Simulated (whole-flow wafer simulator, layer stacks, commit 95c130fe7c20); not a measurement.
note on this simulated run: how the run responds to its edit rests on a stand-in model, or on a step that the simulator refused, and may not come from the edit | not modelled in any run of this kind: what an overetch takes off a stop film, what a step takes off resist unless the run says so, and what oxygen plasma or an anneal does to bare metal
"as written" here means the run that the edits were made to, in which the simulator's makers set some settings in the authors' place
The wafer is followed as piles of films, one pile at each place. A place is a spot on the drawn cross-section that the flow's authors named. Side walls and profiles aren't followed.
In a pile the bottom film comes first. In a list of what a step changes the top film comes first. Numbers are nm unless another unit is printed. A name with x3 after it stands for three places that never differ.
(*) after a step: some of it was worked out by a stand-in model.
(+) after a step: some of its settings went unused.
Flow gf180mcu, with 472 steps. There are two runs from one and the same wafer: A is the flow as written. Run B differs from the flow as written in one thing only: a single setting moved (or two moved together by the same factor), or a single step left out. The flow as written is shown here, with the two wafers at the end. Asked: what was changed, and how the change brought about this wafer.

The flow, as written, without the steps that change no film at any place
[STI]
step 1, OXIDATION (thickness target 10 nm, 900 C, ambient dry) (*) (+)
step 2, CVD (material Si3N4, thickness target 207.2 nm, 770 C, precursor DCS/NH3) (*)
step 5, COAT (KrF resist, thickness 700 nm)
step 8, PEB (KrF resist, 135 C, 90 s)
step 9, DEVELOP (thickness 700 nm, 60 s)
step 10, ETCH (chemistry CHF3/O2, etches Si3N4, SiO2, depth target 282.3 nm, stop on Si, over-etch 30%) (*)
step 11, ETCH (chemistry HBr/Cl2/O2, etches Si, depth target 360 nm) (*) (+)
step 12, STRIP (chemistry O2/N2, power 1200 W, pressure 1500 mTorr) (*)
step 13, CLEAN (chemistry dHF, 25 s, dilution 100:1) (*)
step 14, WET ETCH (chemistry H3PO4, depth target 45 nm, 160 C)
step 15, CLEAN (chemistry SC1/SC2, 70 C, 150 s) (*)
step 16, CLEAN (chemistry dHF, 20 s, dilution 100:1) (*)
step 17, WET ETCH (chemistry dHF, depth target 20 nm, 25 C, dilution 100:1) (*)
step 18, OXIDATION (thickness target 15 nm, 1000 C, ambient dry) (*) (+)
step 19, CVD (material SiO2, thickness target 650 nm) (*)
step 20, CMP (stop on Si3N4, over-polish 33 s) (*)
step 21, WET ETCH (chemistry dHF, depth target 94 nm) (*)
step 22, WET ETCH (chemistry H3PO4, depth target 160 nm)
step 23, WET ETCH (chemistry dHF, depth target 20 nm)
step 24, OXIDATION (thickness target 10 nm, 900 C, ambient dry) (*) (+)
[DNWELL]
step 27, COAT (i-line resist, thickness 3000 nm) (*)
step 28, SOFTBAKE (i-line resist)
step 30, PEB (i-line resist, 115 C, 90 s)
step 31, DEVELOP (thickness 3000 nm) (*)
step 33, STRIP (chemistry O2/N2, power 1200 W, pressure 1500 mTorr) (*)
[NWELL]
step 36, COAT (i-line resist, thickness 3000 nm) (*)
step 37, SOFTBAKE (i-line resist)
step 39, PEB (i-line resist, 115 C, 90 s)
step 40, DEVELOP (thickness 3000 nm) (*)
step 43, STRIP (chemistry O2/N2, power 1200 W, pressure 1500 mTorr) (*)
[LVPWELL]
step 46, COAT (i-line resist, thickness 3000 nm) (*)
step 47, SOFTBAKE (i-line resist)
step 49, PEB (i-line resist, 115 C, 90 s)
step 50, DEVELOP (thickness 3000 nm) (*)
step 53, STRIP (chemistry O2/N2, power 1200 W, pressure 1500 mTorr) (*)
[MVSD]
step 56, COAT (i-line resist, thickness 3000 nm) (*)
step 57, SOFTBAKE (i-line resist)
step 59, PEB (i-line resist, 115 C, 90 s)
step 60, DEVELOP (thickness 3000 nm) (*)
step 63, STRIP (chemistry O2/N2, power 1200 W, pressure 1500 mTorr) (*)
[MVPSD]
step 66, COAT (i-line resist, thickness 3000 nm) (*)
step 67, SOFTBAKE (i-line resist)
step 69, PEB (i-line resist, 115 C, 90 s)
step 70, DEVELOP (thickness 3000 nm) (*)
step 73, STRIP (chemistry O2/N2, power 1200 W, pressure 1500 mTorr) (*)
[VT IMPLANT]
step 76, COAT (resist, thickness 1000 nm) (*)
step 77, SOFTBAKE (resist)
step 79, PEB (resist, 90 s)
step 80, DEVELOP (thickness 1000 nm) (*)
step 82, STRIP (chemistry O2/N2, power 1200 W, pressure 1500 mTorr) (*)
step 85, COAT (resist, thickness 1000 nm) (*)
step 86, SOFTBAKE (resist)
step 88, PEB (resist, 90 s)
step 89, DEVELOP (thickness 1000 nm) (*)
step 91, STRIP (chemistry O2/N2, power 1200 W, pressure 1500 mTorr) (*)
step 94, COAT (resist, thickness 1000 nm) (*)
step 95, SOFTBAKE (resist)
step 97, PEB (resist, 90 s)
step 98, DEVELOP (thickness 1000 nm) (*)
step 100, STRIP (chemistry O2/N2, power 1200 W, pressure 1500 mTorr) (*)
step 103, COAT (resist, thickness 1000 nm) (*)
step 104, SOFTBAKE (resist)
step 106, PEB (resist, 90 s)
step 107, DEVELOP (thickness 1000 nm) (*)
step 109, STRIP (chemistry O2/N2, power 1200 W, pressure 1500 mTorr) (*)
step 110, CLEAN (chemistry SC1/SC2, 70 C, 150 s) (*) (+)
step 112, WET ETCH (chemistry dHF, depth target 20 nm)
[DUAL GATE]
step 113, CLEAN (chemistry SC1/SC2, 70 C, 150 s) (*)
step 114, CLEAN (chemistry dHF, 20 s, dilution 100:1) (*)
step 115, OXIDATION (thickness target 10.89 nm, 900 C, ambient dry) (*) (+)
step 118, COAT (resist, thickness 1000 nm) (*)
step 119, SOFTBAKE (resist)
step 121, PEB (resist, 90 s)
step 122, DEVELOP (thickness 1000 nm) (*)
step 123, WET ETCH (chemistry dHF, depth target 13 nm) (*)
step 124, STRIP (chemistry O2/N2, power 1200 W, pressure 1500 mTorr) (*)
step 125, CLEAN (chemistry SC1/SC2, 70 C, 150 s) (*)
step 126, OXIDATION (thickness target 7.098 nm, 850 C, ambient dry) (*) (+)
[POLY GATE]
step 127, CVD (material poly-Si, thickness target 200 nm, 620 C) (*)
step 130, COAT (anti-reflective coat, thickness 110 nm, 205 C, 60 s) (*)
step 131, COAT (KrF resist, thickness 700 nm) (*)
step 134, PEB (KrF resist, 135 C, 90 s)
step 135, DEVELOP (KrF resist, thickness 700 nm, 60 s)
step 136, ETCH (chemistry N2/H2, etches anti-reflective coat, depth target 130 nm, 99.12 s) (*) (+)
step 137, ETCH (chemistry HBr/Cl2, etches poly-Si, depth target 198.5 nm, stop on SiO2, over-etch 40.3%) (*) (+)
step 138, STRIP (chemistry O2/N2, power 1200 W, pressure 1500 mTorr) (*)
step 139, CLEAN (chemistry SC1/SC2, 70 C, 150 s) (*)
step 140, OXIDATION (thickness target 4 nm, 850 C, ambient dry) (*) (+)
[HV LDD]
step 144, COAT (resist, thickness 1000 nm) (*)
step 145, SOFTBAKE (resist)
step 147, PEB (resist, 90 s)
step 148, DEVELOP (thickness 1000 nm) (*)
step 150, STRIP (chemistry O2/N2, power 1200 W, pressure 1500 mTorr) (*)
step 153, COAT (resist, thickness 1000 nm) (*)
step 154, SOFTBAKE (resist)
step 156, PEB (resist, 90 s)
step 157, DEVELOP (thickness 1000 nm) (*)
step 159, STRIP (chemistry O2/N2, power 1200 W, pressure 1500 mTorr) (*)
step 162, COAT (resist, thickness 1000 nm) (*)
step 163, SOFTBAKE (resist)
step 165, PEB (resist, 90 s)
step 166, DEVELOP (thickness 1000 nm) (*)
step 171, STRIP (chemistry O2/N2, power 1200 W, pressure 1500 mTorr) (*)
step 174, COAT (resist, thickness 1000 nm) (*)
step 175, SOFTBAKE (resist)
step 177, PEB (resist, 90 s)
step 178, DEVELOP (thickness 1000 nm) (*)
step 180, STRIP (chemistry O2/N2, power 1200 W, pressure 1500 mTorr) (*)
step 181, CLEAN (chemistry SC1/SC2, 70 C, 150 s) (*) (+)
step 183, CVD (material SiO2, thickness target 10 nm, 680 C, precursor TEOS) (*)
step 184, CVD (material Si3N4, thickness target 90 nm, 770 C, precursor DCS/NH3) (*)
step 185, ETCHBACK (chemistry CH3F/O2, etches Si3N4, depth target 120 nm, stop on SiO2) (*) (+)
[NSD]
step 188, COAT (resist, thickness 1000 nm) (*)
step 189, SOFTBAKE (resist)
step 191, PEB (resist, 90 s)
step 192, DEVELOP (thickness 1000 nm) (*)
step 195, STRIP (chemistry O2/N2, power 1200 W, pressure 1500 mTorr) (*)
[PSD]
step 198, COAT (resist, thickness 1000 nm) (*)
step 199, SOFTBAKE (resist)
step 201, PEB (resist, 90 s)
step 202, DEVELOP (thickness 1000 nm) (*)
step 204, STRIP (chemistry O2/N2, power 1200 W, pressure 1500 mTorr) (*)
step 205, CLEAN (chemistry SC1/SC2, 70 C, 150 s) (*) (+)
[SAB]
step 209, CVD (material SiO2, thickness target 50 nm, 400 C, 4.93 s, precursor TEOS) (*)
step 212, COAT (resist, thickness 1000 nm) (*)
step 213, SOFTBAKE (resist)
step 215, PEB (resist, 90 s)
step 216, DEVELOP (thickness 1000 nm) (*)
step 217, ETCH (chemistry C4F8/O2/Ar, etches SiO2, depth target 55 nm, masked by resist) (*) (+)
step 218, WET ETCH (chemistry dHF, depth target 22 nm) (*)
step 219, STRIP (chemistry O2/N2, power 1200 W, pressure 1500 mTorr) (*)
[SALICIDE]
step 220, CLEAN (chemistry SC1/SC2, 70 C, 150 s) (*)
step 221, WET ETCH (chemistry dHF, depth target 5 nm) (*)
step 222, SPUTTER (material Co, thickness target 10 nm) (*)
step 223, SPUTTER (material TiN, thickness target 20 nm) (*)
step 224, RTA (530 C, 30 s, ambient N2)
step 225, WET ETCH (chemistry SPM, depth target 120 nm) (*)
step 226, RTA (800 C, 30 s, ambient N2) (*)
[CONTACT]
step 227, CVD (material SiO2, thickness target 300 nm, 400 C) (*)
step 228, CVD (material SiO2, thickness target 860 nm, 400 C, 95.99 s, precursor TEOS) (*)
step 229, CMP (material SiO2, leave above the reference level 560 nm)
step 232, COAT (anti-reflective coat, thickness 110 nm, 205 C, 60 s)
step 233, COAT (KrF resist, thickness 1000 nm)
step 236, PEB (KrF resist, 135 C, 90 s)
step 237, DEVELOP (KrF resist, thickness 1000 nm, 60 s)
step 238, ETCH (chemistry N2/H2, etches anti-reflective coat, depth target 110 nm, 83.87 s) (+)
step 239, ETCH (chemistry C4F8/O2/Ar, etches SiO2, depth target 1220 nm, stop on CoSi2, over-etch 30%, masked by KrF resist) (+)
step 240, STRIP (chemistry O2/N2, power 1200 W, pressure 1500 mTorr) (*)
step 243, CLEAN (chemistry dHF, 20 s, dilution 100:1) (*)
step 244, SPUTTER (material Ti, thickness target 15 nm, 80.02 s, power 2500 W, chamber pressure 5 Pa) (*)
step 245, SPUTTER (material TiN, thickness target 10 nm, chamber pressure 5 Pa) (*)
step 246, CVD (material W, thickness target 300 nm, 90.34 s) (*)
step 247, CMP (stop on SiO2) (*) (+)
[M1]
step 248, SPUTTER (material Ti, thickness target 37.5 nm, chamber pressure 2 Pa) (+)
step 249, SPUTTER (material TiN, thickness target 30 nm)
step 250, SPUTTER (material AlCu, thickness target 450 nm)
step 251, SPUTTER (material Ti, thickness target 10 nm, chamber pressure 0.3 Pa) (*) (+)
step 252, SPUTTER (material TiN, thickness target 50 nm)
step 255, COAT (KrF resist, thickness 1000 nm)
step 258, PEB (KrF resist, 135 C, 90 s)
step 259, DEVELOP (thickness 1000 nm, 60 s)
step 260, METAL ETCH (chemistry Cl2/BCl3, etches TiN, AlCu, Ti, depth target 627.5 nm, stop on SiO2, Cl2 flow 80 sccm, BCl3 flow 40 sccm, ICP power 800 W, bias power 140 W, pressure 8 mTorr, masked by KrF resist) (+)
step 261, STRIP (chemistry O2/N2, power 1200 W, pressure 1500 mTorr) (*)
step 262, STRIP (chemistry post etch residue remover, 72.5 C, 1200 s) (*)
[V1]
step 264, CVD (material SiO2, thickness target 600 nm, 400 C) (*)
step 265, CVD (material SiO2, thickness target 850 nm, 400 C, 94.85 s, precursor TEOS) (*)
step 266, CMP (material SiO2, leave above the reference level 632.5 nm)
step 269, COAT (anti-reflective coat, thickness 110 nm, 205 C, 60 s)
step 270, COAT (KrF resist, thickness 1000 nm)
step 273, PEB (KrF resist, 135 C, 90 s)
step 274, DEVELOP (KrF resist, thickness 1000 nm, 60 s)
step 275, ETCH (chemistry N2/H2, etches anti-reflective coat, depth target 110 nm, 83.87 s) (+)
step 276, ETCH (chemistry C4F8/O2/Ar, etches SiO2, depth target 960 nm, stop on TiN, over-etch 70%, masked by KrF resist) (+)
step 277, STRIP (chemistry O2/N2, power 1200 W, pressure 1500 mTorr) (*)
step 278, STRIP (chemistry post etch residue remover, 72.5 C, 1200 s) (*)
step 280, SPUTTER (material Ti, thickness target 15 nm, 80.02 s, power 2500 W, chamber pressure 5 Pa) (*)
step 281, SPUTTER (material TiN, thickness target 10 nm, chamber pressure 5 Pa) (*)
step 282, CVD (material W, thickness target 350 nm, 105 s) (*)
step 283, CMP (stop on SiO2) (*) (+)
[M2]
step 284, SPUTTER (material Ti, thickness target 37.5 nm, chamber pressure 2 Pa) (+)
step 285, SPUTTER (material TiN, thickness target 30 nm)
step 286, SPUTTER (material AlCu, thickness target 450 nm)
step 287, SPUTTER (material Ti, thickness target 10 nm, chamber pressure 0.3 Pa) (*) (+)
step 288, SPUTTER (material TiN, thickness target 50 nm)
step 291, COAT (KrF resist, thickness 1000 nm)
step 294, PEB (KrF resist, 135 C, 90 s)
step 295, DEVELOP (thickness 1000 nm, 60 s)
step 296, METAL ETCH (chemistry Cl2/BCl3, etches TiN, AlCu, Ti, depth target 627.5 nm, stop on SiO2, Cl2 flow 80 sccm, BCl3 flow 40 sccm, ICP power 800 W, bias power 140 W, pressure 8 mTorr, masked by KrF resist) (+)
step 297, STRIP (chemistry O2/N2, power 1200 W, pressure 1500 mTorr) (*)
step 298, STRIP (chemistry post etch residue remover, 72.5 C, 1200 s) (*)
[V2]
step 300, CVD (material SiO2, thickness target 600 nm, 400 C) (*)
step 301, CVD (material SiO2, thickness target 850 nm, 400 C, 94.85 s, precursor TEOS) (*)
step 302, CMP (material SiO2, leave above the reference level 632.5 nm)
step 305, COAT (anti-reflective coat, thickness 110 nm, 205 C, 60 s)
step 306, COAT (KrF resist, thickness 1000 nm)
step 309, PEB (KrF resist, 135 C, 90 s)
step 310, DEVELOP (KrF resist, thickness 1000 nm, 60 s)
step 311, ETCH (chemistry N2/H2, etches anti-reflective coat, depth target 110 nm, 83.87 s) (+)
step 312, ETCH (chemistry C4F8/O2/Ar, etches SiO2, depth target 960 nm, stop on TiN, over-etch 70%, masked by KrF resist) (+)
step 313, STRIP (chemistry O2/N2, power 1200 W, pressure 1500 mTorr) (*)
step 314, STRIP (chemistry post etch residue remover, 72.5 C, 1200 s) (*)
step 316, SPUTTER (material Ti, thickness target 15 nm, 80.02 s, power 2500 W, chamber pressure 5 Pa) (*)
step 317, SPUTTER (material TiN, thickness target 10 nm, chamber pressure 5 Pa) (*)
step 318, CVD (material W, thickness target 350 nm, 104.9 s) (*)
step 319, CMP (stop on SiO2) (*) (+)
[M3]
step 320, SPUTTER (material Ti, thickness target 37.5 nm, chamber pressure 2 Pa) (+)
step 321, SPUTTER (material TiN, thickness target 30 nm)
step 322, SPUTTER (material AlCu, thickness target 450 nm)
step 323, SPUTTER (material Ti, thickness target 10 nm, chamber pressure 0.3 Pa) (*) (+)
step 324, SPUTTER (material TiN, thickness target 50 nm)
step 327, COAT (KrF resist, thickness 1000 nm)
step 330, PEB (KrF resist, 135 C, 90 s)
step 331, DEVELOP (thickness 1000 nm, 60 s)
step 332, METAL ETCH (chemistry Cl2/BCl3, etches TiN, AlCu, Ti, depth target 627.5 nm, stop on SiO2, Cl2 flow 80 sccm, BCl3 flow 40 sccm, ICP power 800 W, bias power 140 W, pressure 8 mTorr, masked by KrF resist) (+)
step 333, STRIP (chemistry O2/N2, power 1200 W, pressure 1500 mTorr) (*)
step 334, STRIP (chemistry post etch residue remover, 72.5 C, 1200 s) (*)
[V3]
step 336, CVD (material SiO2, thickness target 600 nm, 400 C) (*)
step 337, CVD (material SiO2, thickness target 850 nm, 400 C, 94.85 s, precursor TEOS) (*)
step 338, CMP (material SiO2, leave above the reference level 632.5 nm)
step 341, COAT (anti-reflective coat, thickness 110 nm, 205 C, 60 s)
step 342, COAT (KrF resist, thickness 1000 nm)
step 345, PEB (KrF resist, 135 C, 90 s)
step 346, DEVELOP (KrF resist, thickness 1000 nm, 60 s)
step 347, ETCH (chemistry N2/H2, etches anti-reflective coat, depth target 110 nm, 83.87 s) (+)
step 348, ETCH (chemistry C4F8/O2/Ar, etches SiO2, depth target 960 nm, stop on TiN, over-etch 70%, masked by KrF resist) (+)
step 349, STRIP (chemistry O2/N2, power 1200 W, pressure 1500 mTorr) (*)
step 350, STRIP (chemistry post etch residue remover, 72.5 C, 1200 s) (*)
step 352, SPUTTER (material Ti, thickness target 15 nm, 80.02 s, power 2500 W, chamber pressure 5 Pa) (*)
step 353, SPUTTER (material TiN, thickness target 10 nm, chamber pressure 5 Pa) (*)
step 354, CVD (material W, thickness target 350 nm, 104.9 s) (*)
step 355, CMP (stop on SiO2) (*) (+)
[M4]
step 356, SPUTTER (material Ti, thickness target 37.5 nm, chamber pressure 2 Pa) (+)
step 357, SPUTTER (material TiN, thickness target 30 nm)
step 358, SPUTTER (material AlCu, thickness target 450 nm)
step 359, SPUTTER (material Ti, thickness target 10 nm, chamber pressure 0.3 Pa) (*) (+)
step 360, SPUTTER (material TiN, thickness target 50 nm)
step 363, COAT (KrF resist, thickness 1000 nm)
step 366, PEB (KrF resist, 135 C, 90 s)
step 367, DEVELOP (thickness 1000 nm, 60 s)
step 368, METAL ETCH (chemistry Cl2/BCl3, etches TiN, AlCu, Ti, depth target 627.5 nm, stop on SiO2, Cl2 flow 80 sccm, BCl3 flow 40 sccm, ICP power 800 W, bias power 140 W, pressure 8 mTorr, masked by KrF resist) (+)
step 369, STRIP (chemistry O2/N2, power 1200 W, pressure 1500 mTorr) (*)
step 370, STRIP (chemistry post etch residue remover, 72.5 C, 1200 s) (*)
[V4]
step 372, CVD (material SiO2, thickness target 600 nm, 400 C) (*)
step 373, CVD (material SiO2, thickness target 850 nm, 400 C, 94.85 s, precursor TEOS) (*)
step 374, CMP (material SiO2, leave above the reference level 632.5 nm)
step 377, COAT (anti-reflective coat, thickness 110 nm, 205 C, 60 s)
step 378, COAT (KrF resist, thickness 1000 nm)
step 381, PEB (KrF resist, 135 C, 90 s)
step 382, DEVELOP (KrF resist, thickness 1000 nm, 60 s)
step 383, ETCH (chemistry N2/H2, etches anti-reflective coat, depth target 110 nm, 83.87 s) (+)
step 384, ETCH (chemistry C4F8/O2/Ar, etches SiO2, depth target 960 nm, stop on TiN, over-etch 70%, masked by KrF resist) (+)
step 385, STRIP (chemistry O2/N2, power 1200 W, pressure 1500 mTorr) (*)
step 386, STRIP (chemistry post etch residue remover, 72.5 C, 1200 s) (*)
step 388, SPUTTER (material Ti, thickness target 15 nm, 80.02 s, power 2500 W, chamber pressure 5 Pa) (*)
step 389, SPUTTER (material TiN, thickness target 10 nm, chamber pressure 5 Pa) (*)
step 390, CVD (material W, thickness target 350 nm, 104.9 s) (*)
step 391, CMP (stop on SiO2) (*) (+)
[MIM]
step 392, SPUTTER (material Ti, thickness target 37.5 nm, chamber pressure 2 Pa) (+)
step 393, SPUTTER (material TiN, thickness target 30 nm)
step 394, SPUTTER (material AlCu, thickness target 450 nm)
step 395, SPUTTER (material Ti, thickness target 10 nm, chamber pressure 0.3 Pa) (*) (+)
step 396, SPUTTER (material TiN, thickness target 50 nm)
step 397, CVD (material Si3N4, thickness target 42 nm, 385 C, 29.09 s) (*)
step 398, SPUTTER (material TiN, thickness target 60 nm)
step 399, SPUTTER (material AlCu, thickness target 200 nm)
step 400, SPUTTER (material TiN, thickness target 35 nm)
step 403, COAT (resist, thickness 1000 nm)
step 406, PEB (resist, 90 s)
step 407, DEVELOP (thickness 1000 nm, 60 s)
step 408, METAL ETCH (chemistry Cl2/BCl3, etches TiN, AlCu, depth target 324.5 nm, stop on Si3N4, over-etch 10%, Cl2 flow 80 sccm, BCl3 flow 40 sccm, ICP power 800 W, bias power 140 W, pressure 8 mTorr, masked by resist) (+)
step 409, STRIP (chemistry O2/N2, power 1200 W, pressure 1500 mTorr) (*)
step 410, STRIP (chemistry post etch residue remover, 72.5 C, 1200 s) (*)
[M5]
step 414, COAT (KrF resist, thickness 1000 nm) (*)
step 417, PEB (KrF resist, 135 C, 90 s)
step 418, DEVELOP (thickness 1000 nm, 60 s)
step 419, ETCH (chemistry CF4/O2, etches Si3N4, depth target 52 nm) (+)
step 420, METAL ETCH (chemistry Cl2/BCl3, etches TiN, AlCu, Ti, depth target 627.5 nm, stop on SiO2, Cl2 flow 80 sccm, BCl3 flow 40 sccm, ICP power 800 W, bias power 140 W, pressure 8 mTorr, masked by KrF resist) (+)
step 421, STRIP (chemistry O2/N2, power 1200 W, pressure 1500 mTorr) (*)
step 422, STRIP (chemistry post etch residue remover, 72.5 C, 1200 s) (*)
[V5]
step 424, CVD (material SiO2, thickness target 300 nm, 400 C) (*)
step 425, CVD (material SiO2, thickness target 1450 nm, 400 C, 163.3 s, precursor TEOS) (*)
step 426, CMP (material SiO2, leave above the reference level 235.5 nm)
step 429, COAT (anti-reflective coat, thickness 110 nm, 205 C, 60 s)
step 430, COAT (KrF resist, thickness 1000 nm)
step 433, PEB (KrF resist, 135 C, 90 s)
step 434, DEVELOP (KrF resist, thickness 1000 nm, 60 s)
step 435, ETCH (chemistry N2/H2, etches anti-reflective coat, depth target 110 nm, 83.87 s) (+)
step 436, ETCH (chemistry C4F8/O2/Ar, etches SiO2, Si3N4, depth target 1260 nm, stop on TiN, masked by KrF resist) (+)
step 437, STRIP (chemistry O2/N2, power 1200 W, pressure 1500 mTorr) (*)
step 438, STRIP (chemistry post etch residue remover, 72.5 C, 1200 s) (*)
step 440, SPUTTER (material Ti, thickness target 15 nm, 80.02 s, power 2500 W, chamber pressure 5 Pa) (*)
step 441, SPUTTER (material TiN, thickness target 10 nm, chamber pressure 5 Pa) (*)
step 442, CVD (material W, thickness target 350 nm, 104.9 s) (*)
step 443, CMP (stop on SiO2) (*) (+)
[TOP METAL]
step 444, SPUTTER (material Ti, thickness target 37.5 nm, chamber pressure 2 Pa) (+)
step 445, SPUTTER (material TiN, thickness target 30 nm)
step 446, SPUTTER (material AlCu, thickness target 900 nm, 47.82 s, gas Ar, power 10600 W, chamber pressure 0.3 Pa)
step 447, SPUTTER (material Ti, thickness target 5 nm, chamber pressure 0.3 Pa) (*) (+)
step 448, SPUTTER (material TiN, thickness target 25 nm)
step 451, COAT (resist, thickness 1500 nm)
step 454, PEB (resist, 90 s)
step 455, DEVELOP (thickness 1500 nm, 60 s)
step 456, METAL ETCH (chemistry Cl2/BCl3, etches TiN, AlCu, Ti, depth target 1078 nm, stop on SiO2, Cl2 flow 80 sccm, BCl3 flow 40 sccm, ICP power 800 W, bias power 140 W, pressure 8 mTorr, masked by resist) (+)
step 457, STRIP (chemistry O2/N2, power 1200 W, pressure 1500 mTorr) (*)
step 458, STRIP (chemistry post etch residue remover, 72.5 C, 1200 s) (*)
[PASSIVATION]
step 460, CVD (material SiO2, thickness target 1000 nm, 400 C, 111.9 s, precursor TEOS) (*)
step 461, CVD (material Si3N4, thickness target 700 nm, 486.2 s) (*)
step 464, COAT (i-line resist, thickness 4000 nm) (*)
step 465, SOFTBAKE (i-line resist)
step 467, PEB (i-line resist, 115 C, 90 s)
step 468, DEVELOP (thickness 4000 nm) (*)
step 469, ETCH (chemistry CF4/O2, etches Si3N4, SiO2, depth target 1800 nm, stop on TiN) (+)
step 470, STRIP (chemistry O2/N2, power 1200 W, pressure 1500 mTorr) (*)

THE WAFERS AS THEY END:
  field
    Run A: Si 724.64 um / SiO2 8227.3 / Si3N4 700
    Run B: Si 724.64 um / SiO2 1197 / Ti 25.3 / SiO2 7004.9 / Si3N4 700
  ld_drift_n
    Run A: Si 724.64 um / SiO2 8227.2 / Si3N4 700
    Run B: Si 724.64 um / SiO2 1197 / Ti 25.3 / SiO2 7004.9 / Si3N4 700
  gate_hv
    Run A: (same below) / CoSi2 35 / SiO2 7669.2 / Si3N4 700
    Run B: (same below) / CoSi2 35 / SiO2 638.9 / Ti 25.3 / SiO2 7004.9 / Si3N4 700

The reason: step 260, METAL ETCH: depth target 552.2 nm was run, while the flow as written has depth target 627.5 nm.

How this came from the change, step by step:
  step 260, METAL ETCH (chemistry Cl2/BCl3, etches TiN, AlCu, Ti, depth target 627.5 nm, stop on SiO2, Cl2 flow 80 sccm, BCl3 flow 40 sccm, ICP power 800 W, bias power 140 W, pressure 8 mTorr, masked by KrF resist) (+)
      field, field__w1, field__w2 and 99 more: A TiN loses 50 (all of it), Ti loses 10 (all of it), AlCu loses 450 (all of it), TiN loses 30 (all of it), Ti loses 37.5 (all of it) | B TiN loses 50 (all of it), Ti loses 10 (all of it), AlCu loses 450 (all of it), TiN loses 30 (all of it), Ti loses 12.2
      field__w8, contact, m1 and 6 more: A KrF resist loses 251 | B KrF resist loses 220.9
  step 261, STRIP (chemistry O2/N2, power 1200 W, pressure 1500 mTorr) (*)
      field__w8, contact, m1 and 6 more: A KrF resist loses 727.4 (all of it) | B KrF resist loses 757.5 (all of it)
  step 264, CVD (material SiO2, thickness target 600 nm, 400 C) (*)
      field, field__w1, field__w2 and 99 more: A SiO2 gains 600 | B SiO2 gains 600 (new film)
  step 266, CMP (material SiO2, leave above the reference level 632.5 nm)
      field, field__w1, field__w2 and 99 more: A SiO2 loses 300 | B SiO2 loses 325.3
Taking metal films that touch as one body, field has 1 body; the flow as written gives 0 bodies.
Taking metal films that touch as one body, ld_drift_n has 1 body; the flow as written gives 0 bodies.
Taking metal films that touch as one body, gate_hv has 2 bodies (between them, from the top down: SiO2 638.9); the flow as written gives 1 body.
